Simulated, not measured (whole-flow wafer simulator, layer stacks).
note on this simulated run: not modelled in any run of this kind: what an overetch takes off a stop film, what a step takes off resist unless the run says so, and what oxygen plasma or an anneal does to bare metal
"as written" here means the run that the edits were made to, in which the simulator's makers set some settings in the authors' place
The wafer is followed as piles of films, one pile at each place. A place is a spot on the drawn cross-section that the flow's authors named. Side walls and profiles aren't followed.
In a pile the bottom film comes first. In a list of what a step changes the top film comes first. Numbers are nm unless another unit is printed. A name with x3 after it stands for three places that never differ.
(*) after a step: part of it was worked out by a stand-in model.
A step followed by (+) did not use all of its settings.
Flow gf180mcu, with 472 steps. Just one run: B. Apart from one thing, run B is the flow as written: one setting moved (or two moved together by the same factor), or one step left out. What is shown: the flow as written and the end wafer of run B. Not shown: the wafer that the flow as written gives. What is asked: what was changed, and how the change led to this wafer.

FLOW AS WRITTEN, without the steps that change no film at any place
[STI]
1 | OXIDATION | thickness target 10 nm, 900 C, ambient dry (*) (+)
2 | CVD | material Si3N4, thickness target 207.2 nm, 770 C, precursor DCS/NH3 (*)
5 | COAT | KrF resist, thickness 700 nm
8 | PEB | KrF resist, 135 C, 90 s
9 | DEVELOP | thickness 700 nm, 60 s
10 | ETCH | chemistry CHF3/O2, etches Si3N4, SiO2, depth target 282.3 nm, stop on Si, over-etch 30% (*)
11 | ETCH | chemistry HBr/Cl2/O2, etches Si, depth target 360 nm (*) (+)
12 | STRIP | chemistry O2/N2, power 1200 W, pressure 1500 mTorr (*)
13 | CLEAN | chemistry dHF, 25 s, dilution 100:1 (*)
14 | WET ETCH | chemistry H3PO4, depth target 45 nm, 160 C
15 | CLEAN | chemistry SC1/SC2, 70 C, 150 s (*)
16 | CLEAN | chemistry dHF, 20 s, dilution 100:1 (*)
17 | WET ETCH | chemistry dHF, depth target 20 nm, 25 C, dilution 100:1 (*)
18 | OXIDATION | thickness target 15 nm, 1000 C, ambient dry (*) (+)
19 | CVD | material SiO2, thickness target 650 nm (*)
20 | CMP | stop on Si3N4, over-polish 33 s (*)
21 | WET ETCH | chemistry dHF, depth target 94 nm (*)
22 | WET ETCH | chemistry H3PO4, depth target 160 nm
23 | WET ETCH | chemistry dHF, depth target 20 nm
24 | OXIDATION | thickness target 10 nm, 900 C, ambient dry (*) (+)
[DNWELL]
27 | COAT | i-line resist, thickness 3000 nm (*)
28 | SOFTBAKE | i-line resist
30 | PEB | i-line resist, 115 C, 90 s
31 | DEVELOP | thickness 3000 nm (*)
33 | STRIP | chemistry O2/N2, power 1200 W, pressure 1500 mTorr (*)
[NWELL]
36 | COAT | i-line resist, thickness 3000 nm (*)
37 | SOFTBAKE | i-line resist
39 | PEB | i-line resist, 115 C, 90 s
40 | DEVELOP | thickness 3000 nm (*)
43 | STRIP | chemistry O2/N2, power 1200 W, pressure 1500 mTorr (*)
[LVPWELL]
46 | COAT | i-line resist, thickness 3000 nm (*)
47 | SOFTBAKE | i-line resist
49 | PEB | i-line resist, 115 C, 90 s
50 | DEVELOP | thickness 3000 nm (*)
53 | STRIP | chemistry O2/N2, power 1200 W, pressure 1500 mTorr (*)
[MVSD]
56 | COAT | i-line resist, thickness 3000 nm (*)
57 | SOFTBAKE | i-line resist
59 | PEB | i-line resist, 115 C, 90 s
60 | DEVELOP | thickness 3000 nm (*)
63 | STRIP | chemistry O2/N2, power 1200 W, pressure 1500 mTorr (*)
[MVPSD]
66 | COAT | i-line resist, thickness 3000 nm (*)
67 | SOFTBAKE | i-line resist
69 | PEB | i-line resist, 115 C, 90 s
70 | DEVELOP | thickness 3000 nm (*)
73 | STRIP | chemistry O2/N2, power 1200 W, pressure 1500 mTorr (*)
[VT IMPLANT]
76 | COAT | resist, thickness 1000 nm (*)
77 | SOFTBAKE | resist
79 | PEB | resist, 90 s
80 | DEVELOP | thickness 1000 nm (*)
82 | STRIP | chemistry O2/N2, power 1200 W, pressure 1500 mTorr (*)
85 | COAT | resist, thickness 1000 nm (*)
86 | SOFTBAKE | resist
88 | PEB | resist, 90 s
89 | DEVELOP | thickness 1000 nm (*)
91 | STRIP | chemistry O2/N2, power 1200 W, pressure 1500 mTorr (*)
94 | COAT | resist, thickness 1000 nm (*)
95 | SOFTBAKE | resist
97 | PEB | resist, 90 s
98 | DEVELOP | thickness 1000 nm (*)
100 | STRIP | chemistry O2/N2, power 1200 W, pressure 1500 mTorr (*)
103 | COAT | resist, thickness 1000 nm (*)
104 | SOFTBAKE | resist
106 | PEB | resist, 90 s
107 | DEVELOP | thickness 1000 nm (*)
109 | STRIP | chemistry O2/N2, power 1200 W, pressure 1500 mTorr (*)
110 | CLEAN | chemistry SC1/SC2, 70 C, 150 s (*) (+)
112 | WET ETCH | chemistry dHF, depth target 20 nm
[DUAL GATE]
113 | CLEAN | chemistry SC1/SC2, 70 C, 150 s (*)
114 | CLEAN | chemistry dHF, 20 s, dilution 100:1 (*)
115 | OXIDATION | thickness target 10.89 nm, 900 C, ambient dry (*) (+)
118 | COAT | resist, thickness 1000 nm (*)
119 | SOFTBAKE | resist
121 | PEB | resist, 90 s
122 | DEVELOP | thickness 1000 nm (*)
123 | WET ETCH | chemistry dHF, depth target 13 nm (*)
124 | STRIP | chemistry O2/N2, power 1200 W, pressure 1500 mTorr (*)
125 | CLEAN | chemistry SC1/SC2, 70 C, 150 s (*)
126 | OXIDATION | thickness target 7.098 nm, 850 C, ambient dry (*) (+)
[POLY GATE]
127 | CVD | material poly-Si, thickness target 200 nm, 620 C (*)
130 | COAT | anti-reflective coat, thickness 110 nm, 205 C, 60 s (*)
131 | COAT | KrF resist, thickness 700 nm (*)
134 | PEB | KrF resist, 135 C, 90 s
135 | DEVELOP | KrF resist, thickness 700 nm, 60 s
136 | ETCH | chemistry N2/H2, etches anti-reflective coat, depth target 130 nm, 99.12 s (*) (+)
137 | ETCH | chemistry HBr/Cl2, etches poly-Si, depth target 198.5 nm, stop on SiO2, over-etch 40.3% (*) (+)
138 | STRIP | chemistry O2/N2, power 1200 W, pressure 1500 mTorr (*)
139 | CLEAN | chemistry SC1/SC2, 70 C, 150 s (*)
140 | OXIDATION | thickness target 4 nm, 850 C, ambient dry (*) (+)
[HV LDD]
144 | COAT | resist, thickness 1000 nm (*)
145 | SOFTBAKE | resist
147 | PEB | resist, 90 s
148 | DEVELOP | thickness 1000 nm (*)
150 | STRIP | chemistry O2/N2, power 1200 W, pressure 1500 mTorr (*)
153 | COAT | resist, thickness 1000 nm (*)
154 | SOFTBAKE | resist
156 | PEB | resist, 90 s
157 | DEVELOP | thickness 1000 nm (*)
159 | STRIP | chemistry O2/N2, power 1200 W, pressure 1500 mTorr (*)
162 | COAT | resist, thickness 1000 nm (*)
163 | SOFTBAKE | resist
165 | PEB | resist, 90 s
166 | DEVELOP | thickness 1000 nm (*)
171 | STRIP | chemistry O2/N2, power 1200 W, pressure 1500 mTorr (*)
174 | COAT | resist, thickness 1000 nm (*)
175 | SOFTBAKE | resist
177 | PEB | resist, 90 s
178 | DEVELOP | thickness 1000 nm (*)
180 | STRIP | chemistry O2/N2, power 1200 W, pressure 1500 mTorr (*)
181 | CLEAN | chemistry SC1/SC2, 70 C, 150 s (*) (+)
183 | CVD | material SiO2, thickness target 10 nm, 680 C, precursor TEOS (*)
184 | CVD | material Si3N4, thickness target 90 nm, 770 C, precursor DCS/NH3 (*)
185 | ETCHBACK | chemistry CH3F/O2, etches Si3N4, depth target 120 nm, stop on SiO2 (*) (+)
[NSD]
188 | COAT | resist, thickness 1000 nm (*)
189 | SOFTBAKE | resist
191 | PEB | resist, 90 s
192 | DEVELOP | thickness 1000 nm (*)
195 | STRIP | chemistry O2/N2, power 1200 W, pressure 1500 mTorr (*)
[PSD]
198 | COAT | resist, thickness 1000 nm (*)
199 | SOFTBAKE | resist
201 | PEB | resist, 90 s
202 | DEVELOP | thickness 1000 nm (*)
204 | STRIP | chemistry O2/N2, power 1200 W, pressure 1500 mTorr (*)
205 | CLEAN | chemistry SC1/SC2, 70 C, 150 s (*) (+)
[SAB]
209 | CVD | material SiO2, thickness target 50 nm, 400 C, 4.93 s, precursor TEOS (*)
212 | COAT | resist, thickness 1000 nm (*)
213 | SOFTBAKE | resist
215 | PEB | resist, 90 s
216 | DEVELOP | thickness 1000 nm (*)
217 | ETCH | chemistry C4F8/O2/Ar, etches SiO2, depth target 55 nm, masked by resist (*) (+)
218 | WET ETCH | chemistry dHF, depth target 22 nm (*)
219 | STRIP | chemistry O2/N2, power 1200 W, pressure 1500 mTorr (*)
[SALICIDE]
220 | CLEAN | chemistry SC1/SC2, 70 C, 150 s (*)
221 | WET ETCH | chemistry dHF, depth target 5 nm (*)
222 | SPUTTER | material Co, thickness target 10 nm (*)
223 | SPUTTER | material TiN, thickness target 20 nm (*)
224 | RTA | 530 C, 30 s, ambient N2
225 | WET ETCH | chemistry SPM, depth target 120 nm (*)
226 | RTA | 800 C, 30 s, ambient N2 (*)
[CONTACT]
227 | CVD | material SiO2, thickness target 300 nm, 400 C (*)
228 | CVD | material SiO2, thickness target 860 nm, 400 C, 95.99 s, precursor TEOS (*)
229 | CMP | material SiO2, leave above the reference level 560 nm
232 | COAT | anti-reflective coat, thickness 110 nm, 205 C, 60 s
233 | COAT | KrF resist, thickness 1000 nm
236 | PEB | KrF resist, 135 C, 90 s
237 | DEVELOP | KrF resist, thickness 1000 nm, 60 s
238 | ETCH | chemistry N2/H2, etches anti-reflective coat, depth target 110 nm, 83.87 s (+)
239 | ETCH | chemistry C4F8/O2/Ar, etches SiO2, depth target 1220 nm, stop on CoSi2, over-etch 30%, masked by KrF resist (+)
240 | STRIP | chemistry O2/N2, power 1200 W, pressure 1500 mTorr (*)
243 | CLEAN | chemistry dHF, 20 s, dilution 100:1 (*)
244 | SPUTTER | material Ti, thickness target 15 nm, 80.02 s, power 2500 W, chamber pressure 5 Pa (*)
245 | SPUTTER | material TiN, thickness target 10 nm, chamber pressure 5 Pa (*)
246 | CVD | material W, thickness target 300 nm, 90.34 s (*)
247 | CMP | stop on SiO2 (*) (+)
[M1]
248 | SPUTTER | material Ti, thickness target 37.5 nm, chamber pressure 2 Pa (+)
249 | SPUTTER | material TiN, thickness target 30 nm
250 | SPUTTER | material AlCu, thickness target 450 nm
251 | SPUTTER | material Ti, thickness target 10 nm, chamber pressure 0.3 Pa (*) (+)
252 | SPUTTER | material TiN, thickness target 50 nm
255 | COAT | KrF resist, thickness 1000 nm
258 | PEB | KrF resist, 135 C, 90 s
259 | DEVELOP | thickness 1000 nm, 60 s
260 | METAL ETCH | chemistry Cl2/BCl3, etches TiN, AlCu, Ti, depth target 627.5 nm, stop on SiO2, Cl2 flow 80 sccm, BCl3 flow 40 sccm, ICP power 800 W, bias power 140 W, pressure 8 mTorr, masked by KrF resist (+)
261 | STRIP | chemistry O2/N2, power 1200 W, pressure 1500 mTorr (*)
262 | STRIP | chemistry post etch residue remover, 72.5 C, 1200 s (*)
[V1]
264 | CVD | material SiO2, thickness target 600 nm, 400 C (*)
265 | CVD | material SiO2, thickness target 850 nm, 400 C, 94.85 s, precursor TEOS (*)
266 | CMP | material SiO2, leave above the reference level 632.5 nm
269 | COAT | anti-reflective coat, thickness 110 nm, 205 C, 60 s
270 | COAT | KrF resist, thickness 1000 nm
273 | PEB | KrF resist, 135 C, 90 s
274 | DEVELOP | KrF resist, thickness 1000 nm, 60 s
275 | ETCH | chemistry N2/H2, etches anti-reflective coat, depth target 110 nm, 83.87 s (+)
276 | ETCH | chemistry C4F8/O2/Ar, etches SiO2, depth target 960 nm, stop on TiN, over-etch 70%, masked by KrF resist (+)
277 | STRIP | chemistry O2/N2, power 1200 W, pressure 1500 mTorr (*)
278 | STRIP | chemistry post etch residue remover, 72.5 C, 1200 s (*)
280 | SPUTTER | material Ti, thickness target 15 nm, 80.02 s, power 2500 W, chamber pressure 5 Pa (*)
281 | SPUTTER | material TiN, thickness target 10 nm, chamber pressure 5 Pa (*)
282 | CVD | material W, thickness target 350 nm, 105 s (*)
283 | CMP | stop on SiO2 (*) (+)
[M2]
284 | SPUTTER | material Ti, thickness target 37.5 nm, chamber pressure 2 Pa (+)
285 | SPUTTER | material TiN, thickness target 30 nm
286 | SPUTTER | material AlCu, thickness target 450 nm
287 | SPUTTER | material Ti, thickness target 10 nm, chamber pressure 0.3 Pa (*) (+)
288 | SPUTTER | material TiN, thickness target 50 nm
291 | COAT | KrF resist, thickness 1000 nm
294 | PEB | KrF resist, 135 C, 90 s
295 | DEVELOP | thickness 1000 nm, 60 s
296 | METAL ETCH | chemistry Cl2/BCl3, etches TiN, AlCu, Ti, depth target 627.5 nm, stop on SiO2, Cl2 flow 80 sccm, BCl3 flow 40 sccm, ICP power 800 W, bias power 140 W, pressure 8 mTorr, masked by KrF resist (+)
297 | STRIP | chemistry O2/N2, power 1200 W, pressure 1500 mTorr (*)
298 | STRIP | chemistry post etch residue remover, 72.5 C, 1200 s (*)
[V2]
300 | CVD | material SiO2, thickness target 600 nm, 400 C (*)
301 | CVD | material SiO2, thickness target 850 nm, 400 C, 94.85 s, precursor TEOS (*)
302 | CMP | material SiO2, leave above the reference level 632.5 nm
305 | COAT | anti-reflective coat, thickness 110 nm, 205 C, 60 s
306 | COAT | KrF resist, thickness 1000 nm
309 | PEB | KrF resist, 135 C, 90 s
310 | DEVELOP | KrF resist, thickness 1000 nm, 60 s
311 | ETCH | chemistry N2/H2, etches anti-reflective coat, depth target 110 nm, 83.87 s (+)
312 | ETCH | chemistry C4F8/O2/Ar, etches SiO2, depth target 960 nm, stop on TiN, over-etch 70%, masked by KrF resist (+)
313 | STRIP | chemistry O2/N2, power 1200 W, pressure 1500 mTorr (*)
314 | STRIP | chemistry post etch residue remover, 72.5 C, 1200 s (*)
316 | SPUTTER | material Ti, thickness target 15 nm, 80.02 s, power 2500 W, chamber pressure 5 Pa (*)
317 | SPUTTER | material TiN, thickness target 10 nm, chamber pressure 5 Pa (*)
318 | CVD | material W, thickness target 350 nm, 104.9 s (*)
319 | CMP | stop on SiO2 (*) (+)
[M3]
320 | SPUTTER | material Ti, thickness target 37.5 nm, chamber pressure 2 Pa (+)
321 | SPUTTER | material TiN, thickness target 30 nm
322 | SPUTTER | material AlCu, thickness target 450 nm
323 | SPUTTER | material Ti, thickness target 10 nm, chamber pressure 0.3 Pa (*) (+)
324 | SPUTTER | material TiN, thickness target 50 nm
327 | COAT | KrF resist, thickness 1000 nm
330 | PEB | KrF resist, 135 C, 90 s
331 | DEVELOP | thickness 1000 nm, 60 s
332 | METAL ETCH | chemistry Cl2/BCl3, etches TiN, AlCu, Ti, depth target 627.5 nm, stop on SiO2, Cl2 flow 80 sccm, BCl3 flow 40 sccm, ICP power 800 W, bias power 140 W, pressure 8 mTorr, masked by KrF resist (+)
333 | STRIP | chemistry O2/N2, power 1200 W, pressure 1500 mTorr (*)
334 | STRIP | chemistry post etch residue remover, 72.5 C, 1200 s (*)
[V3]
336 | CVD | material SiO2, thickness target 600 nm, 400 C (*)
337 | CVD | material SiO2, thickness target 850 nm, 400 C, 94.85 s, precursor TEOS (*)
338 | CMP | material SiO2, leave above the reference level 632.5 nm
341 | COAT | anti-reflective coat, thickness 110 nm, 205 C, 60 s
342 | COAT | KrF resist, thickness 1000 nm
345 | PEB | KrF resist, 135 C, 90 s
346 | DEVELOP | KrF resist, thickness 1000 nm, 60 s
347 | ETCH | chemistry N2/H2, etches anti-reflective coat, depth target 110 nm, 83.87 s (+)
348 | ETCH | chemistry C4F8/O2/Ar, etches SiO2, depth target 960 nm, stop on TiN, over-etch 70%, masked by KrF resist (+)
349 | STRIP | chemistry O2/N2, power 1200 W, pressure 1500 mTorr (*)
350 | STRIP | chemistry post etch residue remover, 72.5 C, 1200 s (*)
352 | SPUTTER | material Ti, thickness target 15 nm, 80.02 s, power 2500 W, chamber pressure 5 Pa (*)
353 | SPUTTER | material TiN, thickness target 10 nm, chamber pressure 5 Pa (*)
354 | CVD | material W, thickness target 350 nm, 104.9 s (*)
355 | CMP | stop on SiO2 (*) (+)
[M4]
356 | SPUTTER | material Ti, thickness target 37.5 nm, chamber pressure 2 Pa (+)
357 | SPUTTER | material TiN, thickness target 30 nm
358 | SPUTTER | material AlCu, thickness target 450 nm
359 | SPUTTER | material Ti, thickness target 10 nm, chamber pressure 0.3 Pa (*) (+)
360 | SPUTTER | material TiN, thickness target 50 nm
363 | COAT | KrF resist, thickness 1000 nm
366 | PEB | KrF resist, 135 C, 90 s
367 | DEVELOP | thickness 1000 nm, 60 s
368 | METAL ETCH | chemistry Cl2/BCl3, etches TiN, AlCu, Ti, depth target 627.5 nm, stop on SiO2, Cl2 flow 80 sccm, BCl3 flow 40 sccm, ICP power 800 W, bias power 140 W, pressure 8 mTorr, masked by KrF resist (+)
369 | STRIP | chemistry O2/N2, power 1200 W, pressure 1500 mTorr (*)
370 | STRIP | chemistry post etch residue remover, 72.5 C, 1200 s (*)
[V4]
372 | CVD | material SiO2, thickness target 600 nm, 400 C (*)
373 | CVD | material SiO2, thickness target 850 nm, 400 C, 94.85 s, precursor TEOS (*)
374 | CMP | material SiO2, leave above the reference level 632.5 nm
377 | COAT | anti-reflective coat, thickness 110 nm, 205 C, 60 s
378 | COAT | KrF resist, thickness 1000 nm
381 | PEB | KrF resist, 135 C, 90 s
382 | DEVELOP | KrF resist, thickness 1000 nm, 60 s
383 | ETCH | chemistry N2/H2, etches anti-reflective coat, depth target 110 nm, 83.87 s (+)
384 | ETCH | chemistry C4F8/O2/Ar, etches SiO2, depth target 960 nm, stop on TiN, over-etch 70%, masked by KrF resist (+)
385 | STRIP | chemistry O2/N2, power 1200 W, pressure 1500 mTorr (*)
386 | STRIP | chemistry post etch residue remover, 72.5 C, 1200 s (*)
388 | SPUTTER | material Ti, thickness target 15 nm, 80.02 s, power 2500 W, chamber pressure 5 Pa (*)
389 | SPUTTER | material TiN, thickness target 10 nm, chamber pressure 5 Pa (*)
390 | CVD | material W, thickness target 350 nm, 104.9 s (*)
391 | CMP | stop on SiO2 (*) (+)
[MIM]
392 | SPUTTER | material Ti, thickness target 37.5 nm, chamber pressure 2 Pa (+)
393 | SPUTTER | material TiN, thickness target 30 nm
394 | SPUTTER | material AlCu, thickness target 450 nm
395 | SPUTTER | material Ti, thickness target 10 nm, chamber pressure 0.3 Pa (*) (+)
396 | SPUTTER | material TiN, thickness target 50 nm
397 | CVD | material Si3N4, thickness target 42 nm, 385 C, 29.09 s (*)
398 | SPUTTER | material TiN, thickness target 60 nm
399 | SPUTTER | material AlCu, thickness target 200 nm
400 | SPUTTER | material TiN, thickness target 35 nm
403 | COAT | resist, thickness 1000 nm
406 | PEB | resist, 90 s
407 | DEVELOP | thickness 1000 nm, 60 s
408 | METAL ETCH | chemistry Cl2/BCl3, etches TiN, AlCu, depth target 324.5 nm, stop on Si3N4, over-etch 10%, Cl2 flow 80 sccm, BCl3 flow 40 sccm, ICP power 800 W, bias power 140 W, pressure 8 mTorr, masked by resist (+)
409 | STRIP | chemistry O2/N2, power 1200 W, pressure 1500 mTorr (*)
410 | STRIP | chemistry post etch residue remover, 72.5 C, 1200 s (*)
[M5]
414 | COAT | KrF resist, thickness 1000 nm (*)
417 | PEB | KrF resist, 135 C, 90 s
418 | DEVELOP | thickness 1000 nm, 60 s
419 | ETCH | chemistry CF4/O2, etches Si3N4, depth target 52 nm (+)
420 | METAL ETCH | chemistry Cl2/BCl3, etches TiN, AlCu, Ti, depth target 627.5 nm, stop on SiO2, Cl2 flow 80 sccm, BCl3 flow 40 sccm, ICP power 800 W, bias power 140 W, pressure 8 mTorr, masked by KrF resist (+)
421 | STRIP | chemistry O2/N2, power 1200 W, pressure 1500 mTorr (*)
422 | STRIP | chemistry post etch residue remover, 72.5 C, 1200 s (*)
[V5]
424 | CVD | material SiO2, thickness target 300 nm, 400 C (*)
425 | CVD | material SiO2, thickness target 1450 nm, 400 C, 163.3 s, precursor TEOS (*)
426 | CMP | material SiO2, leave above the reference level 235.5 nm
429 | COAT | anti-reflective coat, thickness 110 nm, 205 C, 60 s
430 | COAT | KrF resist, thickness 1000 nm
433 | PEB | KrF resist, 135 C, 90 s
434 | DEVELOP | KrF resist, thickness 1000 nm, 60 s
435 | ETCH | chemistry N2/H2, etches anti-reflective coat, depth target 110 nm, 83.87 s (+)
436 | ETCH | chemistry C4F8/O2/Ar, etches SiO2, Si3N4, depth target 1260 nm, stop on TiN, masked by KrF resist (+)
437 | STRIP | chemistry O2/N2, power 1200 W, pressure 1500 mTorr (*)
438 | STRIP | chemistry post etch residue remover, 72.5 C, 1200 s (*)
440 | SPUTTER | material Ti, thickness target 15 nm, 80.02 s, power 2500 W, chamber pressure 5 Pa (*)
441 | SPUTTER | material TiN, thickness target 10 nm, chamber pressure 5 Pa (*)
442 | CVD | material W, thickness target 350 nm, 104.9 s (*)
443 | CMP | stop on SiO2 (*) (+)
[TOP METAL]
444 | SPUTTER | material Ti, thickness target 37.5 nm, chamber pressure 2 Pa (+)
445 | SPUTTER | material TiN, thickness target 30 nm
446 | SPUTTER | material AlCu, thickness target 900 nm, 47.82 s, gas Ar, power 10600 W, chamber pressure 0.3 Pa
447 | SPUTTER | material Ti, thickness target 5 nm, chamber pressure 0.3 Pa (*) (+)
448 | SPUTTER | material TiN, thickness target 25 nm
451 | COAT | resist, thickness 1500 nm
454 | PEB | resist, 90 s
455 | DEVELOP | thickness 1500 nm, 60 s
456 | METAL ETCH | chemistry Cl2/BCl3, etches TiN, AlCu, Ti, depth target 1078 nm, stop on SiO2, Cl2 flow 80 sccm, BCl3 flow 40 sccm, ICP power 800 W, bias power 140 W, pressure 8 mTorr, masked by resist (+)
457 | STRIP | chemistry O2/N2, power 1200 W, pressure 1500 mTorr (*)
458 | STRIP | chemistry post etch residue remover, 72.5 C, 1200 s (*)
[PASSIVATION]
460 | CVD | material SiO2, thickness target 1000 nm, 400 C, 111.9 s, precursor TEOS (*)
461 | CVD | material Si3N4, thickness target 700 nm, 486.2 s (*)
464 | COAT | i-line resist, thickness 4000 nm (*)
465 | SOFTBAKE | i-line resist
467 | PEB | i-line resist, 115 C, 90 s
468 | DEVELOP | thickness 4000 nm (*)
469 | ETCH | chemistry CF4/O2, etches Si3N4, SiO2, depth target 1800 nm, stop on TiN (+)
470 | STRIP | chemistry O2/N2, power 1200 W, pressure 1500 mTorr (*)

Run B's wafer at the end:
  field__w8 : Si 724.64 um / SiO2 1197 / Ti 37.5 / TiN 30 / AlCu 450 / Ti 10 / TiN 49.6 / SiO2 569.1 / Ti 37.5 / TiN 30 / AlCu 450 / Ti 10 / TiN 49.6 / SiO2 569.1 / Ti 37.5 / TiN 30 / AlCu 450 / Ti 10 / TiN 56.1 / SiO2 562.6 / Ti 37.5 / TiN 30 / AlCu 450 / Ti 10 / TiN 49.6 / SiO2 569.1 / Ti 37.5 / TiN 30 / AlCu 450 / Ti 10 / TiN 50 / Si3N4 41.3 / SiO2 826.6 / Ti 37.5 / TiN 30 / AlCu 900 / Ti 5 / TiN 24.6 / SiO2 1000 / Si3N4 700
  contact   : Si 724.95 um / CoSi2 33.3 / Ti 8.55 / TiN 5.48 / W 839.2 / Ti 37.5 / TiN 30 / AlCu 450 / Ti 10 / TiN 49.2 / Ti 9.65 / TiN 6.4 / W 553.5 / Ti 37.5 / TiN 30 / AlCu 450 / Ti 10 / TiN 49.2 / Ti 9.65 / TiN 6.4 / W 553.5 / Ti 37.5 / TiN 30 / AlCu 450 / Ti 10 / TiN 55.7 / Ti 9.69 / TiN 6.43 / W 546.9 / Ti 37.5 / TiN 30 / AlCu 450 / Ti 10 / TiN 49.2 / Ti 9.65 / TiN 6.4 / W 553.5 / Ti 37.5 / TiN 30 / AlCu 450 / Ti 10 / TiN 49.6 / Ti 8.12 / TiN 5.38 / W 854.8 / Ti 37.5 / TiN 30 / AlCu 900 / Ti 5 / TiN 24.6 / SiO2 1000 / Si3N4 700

Cause: step 324, SPUTTER: thickness target 56.5 nm was run, while the flow as written has thickness target 50 nm.

How this came from the change, step by step:
  324 | SPUTTER | material TiN, thickness target 50 nm
      field, field__w1, field__w2 and 108 more: +56.5 TiN (new film) (as written it would have been: +50 TiN (new film))
  332 | METAL ETCH | chemistry Cl2/BCl3, etches TiN, AlCu, Ti, depth target 627.5 nm, stop on SiO2, Cl2 flow 80 sccm, BCl3 flow 40 sccm, ICP power 800 W, bias power 140 W, pressure 8 mTorr, masked by KrF resist (+)
      field, field__w1, field__w2 and 103 more: -56.5 TiN (all of it), -10 Ti (all of it), -450 AlCu (all of it), -30 TiN (all of it), -37.5 Ti (all of it) (as written it would have been: -50 TiN (all of it), -10 Ti (all of it), -450 AlCu (all of it), -30 TiN (all of it), -37.5 Ti (all of it))
